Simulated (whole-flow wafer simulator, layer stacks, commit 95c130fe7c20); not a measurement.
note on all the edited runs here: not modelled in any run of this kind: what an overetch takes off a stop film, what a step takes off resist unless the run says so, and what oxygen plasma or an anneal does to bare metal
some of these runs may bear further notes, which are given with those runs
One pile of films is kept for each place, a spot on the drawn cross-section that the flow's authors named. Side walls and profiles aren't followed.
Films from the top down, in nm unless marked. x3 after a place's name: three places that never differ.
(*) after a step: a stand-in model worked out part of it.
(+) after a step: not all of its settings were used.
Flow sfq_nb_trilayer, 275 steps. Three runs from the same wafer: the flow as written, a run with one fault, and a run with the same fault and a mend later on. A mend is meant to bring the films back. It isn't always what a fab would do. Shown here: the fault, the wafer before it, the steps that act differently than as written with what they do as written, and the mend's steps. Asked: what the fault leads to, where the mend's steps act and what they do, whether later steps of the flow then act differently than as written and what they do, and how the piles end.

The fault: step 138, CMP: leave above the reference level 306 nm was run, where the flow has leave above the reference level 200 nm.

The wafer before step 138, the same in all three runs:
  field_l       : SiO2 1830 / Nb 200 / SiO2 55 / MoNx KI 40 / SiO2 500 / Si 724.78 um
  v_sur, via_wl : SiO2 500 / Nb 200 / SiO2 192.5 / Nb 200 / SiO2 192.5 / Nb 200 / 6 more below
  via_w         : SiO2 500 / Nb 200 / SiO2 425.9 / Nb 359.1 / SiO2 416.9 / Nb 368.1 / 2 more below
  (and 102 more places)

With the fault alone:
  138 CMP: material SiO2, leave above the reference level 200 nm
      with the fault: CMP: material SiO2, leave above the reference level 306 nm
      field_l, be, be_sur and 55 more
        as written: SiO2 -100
        with the fault: nothing
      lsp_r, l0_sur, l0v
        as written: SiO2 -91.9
        with the fault: nothing
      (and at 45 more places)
  Later steps of the flow that act differently than as written (20 more steps differ only slightly, by at most 2% or 0.5 nm, whichever is larger, and aren't shown):
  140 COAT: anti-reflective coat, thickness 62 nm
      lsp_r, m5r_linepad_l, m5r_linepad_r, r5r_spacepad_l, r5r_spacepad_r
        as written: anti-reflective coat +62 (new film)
        with the fault: anti-reflective coat +64.5 (new film)
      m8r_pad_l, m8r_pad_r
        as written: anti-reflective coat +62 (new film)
        with the fault: anti-reflective coat +63.7 (new film)
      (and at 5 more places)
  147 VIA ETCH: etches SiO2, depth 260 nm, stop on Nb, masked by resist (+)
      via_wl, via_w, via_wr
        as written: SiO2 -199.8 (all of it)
        with the fault: SiO2 -260
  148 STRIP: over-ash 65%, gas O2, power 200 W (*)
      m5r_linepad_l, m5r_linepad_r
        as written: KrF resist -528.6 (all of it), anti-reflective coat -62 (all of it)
        with the fault: KrF resist -527.9 (all of it), anti-reflective coat -64.5 (all of it)
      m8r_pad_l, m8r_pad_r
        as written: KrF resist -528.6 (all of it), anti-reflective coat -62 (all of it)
        with the fault: KrF resist -528.5 (all of it), anti-reflective coat -63.7 (all of it)
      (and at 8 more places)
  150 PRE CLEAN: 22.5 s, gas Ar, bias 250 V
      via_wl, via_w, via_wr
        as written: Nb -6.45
        with the fault: SiO2 -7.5
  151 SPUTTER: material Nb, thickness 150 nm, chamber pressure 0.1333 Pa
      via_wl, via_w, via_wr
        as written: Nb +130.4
        with the fault: Nb +123.3 (new film)
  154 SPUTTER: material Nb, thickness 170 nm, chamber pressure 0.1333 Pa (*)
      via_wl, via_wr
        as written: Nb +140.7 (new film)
        with the fault: Nb +103.1 (new film)
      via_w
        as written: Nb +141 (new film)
        with the fault: Nb +136 (new film)
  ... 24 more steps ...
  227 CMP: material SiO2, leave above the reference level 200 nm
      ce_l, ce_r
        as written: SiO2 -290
        with the fault: SiO2 -300
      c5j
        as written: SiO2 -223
        with the fault: SiO2 -233
  At the end the piles differ from the flow's by more than 2% or 0.5 nm, whichever is larger, at field_l, v_sur, via_wl and 103 more.
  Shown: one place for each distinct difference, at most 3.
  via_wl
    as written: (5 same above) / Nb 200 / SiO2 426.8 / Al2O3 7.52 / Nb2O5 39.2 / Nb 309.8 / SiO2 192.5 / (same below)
    with the fault: (5 same above) / Nb 200 / SiO2 469.8 / Nb2O5 52.6 / Al2O3 0.96 / Al 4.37 / Nb 123.3 / SiO2 38.3 / Nb 200 / SiO2 192.5 / (same below)
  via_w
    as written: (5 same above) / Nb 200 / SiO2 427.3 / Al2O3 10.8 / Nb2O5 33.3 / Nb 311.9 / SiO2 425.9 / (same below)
    with the fault: (5 same above) / Nb 200 / SiO2 495.5 / Al2O3 10.1 / Nb2O5 34.7 / Nb 110.8 / SiO2 38.3 / Nb 200 / SiO2 425.9 / (same below)
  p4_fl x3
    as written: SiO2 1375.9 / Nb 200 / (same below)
    with the fault: SiO2 1481.9 / Nb 200 / (same below)

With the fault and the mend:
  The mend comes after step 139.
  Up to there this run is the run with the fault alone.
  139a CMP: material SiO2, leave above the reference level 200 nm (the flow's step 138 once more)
      field_l, be, be_sur and 55 more
        SiO2 -100
      v_sur, via_wl, via_w and 42 more
        SiO2 -106
      lsp_r, l0_sur, l0v
        SiO2 -91.9
  No later step of the flow acts differently than as written at any place that is followed.
  At the end the piles are the same as the flow's at every place that both follow.
